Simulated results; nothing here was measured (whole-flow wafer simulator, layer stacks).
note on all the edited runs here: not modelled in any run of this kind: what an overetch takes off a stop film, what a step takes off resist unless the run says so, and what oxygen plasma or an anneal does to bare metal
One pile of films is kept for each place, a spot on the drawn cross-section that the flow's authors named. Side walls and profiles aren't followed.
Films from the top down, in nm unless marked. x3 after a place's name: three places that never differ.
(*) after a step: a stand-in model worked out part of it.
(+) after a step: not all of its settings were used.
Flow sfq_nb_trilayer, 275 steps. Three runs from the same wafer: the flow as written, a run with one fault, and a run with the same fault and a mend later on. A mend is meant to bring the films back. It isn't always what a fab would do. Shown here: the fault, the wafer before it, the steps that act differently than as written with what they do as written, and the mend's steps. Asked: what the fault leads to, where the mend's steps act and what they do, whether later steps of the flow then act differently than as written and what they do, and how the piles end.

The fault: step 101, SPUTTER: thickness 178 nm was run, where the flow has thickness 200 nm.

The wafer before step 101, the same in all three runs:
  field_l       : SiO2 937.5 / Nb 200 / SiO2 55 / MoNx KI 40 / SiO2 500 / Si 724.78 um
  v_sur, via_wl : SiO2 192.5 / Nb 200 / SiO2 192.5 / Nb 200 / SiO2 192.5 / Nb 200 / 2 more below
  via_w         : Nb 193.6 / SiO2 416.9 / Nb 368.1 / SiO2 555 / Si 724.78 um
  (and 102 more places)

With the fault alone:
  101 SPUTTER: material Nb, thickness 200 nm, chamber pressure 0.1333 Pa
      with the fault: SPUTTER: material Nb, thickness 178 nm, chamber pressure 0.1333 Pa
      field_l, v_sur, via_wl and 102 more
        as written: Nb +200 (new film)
        with the fault: Nb +178 (new film)
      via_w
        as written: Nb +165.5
        with the fault: Nb +147.2
  Later steps of the flow that act differently than as written (3 more steps differ only slightly, by at most 2% or 0.5 nm, whichever is larger, and aren't shown):
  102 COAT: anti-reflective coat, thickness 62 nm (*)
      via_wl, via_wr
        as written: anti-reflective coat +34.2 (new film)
        with the fault: anti-reflective coat +33.3 (new film)
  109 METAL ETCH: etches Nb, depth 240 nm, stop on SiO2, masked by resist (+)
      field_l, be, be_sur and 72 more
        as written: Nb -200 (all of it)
        with the fault: Nb -178 (all of it)
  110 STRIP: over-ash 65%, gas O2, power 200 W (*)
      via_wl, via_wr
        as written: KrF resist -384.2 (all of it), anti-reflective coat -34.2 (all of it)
        with the fault: KrF resist -385.2 (all of it), anti-reflective coat -33.3 (all of it)
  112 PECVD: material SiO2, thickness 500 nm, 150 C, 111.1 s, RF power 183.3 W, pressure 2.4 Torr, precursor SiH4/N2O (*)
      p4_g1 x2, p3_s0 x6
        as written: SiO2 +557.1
        with the fault: SiO2 +535.1
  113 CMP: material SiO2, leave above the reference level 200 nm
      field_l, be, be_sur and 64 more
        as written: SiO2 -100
        with the fault: SiO2 -122
  At the end the piles differ from the flow's by more than 2% or 0.5 nm, whichever is larger, at v_sur, via_wl, via_w and 29 more.
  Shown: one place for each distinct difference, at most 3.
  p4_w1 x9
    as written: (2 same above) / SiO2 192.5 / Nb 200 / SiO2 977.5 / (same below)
    with the fault: (2 same above) / SiO2 192.5 / Nb 178 / SiO2 977.5 / (same below)
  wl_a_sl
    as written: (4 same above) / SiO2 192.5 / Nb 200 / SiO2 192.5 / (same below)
    with the fault: (4 same above) / SiO2 192.5 / Nb 178 / SiO2 192.5 / (same below)
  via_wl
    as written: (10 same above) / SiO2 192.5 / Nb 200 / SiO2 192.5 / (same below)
    with the fault: (10 same above) / SiO2 192.5 / Nb 178 / SiO2 192.5 / (same below)

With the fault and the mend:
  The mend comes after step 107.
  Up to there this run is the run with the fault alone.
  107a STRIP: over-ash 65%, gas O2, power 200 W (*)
      p4_fl x3, p4_g1 x2, p3_s0 x6 and 42 more
        anti-reflective coat -62 (all of it)
      p4_w1 x9, wl_j_sl, wl_jj and 13 more
        KrF resist -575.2 (all of it), anti-reflective coat -62 (all of it)
      r_sur, res, r_end and 9 more
        anti-reflective coat -61.8 (all of it)
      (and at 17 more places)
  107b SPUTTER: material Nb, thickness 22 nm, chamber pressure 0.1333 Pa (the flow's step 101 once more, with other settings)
      field_l, v_sur, via_wl and 102 more
        Nb +22
      via_w
        Nb +16.6
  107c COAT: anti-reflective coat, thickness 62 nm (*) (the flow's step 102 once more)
      p4_fl x3, p4_w1 x9, p4_g1 x2 and 63 more
        anti-reflective coat +62 (new film)
      r_sur, res, r_end and 9 more
        anti-reflective coat +61.8 (new film)
      jj_sur, ce_l, c5j, ce_r, sp_r, be_r
        anti-reflective coat +61.7 (new film)
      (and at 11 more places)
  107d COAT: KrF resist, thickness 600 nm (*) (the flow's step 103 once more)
      p4_fl x3, p4_w1 x9, p4_g1 x2 and 63 more
        KrF resist +600 (new film)
      r_end, moat, field_r, lsp_l, l0_sur
        KrF resist +599.4 (new film)
      be_r, r_sur, res, l0v
        KrF resist +599.3 (new film)
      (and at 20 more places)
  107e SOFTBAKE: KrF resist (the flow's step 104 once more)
      changes no film at any place that is followed
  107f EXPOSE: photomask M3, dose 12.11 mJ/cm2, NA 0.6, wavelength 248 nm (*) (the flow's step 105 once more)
      changes no film at any place that is followed
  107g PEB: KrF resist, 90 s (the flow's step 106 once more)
      wire, be, be_sur and 96 more
        KrF resist -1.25
      field_l, via_v
        KrF resist -1.24
      via_wl, via_wr
        KrF resist -1.26
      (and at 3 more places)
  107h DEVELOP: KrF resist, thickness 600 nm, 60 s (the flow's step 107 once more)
      p4_fl x3, p4_g1 x2, p3_s0 x6 and 42 more
        KrF resist -598.7 (all of it)
      v_sur, via_wl, via_w and 28 more
        KrF resist -23.5
      moat, field_r, lsp_l, ln_m5, lsp_m, ln_m6, lsp_r, l0_sur
        KrF resist -598.2 (all of it)
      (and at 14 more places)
  No later step of the flow acts differently than as written, at any place that is followed, by more than 2% or 0.5 nm, whichever is larger.
  At the end the piles differ from the flow's only slightly at the places that both follow, by at most 2% or 0.5 nm, whichever is larger.
